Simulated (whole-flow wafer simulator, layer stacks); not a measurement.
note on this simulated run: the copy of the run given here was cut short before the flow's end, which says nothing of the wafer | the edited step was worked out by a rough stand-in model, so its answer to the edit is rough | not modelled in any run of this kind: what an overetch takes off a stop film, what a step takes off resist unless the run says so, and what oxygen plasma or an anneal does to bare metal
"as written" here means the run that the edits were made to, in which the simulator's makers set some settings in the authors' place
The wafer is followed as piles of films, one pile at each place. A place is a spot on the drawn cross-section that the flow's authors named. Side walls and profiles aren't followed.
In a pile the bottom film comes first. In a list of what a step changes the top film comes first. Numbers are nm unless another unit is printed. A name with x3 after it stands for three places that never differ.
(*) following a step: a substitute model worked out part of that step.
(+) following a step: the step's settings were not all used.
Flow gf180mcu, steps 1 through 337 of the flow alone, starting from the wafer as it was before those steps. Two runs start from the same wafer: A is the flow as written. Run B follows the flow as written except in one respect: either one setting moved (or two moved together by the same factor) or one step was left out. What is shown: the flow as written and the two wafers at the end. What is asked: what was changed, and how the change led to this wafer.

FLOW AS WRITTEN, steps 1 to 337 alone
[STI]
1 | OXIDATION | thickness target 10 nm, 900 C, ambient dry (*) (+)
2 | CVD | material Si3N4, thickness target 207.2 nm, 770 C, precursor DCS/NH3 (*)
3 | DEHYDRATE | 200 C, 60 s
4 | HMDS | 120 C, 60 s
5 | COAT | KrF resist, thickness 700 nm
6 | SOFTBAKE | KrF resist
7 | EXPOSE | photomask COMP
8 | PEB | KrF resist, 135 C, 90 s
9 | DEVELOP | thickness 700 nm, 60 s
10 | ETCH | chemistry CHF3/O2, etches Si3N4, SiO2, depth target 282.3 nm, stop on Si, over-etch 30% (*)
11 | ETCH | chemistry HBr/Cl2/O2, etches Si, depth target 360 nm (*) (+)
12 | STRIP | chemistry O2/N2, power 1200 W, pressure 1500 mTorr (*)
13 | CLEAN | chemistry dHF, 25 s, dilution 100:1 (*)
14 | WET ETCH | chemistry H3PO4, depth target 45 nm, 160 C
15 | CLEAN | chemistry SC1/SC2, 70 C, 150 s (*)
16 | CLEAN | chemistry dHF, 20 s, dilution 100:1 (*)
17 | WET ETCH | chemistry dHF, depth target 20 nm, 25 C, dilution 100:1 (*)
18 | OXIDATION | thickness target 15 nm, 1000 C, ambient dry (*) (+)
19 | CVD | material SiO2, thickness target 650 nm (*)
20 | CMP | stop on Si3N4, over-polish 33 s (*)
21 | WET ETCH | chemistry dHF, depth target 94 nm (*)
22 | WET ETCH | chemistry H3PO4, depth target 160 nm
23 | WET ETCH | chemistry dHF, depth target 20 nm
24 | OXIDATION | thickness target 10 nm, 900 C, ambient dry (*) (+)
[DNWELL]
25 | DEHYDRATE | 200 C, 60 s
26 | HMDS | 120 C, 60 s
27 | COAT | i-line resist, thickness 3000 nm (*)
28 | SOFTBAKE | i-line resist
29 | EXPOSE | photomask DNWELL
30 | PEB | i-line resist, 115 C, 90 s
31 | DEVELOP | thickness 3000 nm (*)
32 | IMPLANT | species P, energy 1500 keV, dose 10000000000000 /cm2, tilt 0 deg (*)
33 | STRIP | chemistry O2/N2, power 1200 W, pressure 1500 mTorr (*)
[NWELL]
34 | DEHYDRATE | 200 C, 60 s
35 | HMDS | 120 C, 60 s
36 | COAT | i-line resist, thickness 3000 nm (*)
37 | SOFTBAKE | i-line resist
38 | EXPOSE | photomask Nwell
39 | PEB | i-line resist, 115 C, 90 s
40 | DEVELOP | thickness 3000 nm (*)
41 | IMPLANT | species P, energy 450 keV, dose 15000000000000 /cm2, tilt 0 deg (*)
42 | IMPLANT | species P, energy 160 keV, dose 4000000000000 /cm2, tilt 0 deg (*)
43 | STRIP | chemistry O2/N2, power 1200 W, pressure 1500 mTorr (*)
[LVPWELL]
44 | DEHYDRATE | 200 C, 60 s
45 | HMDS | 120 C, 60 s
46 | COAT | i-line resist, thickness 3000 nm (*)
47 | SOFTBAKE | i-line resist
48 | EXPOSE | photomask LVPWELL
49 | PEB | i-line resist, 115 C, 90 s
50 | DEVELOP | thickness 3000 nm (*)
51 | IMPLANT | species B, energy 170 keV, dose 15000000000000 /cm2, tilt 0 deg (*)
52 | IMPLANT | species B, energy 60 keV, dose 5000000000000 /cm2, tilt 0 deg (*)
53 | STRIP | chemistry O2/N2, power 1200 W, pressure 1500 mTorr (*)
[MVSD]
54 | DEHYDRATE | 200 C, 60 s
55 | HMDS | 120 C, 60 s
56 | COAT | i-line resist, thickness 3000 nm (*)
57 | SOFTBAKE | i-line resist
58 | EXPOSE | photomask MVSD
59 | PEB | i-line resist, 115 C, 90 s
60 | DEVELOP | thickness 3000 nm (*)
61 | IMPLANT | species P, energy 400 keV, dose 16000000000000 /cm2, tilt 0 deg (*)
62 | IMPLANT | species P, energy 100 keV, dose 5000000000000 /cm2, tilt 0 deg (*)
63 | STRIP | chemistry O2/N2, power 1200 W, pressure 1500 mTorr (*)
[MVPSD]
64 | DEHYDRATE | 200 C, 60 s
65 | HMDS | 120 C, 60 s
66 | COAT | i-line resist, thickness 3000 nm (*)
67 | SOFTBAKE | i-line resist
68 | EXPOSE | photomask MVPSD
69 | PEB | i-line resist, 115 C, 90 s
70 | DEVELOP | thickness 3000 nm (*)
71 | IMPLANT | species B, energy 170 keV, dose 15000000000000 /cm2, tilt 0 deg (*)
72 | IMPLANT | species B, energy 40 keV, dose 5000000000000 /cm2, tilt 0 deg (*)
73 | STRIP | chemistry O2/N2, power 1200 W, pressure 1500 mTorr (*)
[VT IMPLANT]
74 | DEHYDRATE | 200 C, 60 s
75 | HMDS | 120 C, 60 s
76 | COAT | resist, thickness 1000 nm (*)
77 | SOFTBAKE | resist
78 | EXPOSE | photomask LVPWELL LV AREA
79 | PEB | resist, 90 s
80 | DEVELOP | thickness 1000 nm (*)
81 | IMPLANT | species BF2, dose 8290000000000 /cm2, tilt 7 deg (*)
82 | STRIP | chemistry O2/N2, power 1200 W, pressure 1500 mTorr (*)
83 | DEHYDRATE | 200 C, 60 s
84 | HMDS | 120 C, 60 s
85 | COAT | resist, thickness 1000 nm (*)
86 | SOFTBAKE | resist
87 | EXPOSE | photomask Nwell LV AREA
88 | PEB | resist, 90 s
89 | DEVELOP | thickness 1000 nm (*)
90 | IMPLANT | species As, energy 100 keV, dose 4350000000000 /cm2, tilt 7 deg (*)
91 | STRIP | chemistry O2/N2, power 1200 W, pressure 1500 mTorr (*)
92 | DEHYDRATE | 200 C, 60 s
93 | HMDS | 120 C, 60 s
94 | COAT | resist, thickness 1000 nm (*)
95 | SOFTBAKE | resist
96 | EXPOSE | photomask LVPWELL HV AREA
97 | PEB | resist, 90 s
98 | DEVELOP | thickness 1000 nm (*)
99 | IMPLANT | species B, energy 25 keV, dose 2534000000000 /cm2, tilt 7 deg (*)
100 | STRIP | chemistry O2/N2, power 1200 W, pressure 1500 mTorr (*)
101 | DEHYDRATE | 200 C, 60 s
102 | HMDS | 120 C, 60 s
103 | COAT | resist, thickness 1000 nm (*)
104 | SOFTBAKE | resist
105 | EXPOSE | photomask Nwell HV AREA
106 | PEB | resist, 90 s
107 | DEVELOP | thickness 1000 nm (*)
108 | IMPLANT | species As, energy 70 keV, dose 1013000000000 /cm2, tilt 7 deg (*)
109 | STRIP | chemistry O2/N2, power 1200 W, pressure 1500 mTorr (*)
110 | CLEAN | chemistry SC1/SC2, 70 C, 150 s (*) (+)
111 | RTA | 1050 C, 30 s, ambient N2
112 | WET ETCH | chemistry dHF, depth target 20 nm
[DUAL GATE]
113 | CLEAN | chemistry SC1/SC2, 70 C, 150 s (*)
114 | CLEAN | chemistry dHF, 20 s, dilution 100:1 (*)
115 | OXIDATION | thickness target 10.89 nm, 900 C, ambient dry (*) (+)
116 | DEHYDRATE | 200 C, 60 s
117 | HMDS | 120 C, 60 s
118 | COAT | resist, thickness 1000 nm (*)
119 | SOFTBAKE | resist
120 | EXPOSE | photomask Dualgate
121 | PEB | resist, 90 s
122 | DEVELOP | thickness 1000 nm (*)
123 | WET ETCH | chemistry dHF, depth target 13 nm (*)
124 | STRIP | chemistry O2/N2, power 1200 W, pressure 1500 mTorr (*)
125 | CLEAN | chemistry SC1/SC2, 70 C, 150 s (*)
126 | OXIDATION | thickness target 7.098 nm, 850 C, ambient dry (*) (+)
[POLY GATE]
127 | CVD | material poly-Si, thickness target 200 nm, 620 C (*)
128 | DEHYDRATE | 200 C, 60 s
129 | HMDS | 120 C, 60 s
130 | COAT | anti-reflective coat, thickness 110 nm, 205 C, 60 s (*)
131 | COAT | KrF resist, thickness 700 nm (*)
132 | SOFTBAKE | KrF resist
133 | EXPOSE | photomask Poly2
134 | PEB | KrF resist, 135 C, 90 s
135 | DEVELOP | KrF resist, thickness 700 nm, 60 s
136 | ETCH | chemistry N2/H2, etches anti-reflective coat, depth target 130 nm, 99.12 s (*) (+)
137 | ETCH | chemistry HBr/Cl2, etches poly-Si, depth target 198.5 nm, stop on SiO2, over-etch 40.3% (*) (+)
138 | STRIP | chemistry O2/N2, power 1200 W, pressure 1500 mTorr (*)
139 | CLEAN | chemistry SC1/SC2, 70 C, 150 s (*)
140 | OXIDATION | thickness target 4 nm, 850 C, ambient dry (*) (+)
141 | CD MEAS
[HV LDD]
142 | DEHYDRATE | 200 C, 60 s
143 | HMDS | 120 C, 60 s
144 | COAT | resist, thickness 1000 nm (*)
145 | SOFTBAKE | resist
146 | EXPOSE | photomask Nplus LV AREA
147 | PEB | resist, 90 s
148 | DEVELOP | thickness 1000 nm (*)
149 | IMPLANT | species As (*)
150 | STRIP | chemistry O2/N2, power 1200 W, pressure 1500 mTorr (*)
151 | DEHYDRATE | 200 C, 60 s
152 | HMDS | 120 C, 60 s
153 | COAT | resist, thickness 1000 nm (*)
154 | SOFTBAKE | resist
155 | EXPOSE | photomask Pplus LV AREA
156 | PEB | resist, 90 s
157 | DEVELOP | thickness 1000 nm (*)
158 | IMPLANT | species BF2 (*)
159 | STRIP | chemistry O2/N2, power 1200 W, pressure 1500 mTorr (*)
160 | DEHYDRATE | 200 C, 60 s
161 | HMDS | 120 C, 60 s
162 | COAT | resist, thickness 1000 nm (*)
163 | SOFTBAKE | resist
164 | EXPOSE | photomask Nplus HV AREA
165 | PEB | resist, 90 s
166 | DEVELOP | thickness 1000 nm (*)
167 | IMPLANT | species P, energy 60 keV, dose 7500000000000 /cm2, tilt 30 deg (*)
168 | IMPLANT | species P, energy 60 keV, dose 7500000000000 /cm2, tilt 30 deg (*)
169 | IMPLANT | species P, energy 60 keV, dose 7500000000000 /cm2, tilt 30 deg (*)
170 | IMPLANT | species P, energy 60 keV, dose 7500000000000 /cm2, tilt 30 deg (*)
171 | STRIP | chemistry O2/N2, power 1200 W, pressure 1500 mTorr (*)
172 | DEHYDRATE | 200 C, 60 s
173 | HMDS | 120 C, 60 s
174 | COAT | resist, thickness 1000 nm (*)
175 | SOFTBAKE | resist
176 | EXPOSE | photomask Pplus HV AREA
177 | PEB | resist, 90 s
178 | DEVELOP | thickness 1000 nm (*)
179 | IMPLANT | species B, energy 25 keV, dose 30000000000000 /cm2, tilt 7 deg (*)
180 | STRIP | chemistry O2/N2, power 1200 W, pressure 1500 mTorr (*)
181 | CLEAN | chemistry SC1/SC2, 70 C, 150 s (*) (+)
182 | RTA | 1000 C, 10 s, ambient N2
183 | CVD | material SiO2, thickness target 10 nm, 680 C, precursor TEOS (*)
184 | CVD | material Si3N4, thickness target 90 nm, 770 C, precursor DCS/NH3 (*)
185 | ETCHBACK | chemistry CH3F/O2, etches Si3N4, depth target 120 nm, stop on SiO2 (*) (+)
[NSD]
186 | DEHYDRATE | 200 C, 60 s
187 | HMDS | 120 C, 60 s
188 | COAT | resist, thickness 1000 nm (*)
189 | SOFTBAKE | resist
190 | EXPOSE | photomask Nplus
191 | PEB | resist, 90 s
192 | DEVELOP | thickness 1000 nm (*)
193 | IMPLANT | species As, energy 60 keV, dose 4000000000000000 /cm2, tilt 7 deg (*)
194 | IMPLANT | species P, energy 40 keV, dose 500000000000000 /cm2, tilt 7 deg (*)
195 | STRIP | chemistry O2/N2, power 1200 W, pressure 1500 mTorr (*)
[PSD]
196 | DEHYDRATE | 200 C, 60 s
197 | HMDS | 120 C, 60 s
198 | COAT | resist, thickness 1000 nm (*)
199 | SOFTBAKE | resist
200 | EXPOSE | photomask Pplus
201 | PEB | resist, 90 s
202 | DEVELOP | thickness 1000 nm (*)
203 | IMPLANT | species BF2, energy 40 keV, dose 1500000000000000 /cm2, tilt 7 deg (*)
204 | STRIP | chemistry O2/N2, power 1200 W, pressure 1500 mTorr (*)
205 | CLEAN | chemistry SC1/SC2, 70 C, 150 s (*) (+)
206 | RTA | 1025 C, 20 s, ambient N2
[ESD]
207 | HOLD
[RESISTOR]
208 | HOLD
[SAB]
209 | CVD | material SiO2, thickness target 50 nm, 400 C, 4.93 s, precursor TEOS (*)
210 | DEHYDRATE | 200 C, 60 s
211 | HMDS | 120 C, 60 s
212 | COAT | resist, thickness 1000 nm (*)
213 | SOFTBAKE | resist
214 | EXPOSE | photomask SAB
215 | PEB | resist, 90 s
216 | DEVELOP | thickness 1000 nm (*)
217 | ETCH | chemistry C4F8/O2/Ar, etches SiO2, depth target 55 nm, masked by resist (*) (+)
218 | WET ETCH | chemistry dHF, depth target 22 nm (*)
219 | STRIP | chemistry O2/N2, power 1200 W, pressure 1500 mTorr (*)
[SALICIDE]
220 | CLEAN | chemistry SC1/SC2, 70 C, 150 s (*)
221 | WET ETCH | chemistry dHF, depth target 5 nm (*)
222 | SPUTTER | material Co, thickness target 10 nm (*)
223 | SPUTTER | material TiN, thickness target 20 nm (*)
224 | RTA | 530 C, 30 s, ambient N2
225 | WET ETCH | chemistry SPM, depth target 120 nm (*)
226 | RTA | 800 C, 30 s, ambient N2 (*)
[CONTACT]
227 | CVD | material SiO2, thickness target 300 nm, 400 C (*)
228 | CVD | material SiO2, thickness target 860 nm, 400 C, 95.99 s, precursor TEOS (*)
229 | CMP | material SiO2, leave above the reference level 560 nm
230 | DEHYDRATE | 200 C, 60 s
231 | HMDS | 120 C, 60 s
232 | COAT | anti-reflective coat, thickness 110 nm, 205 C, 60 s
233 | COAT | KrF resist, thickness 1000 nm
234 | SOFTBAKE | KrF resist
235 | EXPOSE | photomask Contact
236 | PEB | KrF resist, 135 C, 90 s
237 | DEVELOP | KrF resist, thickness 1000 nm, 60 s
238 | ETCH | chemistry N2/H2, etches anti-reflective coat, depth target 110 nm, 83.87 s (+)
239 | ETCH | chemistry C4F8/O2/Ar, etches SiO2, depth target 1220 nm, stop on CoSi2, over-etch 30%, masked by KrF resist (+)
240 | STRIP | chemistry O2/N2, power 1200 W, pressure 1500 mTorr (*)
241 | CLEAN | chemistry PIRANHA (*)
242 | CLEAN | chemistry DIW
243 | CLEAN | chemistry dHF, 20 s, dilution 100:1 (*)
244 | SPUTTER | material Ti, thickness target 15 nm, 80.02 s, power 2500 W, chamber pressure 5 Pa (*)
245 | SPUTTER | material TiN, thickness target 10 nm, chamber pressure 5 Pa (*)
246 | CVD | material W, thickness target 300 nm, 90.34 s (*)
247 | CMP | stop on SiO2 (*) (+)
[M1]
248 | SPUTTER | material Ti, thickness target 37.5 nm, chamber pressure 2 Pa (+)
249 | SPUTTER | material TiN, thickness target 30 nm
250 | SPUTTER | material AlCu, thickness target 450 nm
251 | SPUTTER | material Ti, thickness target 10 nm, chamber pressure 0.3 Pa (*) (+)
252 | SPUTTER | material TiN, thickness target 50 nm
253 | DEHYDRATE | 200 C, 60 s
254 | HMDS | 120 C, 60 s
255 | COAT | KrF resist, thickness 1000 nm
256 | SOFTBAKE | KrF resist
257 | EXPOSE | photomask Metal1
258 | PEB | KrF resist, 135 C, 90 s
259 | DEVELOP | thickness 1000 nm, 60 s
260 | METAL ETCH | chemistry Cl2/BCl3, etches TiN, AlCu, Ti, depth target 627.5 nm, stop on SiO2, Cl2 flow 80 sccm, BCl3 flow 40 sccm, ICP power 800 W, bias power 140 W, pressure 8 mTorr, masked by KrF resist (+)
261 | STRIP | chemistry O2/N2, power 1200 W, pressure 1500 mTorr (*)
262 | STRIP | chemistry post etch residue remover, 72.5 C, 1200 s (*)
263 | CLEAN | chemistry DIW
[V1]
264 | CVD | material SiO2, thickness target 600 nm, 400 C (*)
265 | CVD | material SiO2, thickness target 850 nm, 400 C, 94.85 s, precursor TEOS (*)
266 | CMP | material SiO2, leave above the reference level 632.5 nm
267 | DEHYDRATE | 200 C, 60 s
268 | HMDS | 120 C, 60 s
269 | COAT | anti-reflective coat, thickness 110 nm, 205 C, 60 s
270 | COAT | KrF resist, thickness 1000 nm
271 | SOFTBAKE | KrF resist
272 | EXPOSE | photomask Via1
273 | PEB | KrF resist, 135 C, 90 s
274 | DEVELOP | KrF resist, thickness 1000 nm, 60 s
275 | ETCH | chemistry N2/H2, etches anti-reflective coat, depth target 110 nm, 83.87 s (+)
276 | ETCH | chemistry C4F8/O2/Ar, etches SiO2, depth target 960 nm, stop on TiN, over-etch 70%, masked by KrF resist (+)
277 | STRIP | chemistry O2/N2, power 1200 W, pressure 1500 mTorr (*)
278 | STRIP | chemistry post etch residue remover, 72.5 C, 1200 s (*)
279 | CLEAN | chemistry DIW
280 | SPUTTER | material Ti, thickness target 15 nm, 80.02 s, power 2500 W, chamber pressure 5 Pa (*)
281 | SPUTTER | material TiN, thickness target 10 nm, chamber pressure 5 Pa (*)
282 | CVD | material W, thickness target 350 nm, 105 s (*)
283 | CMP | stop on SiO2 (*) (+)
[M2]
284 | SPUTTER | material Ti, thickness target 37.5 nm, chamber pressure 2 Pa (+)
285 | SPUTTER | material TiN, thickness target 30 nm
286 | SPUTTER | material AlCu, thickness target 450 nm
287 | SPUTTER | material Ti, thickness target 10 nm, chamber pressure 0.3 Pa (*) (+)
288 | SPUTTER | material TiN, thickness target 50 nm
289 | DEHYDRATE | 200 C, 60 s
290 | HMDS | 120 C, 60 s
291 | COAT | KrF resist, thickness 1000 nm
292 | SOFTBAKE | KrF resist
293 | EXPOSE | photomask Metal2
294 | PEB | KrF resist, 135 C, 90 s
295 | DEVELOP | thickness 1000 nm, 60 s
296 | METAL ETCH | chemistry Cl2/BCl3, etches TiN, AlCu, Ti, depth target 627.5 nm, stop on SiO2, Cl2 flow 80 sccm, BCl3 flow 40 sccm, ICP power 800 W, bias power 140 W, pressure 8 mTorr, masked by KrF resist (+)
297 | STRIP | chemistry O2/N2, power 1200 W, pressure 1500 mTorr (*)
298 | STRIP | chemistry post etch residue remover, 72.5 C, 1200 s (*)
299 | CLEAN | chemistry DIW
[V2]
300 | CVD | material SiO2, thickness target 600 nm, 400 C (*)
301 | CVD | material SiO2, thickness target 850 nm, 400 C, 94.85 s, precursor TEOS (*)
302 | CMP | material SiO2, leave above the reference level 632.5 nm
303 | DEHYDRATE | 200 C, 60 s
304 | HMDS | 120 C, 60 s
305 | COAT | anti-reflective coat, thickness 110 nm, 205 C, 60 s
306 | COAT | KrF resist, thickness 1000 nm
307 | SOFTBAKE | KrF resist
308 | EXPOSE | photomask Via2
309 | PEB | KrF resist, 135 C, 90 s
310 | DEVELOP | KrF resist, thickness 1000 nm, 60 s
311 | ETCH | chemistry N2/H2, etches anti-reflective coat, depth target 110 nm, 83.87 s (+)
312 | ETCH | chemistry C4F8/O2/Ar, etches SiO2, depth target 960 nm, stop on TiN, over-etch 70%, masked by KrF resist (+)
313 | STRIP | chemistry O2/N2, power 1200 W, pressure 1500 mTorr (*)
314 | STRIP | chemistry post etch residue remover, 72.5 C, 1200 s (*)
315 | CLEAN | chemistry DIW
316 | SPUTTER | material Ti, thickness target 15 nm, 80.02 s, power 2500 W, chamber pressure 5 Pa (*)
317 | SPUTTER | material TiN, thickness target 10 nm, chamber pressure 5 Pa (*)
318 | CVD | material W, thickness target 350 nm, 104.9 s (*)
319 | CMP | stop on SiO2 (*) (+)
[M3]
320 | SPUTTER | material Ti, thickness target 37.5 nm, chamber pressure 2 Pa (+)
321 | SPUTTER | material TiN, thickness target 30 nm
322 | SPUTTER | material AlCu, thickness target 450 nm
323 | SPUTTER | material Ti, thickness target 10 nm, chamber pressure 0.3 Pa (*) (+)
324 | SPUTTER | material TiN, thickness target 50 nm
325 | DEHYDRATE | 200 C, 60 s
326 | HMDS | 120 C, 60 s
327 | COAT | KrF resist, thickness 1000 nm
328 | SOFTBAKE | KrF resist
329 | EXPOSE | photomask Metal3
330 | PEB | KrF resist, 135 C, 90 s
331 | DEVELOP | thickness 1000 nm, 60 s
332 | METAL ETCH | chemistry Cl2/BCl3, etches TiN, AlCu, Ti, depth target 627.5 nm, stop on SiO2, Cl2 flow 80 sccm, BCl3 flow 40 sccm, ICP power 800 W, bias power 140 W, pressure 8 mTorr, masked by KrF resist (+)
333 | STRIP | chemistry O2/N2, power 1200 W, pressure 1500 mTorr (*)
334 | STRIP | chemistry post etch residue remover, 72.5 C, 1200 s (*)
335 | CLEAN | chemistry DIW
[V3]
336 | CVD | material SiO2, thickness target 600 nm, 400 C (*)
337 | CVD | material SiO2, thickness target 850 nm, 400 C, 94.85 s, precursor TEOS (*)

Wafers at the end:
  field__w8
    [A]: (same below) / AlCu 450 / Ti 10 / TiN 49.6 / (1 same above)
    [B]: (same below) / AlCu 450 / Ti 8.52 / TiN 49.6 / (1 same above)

What caused this: step 323, SPUTTER: thickness target 8.52 nm was run, while the flow as written has thickness target 10 nm.
The wafer itself shows it: field__w8 has Ti 8.52, and step 323 as written asks for 10 nm.

Step by step, how the change led to this:
  323 | SPUTTER | material Ti, thickness target 10 nm, chamber pressure 0.3 Pa (*) (+)
      field, field__w1, field__w2 and 108 more: A Ti gains 10 (new film) | B Ti gains 8.52 (new film)
  332 | METAL ETCH | chemistry Cl2/BCl3, etches TiN, AlCu, Ti, depth target 627.5 nm, stop on SiO2, Cl2 flow 80 sccm, BCl3 flow 40 sccm, ICP power 800 W, bias power 140 W, pressure 8 mTorr, masked by KrF resist (+)
      field, field__w1, field__w2 and 103 more: A TiN loses 50 (all of it), Ti loses 10 (all of it), AlCu loses 450 (all of it), TiN loses 30 (all of it), Ti loses 37.5 (all of it) | B TiN loses 50 (all of it), Ti loses 8.52 (all of it), AlCu loses 450 (all of it), TiN loses 30 (all of it), Ti loses 37.5 (all of it)
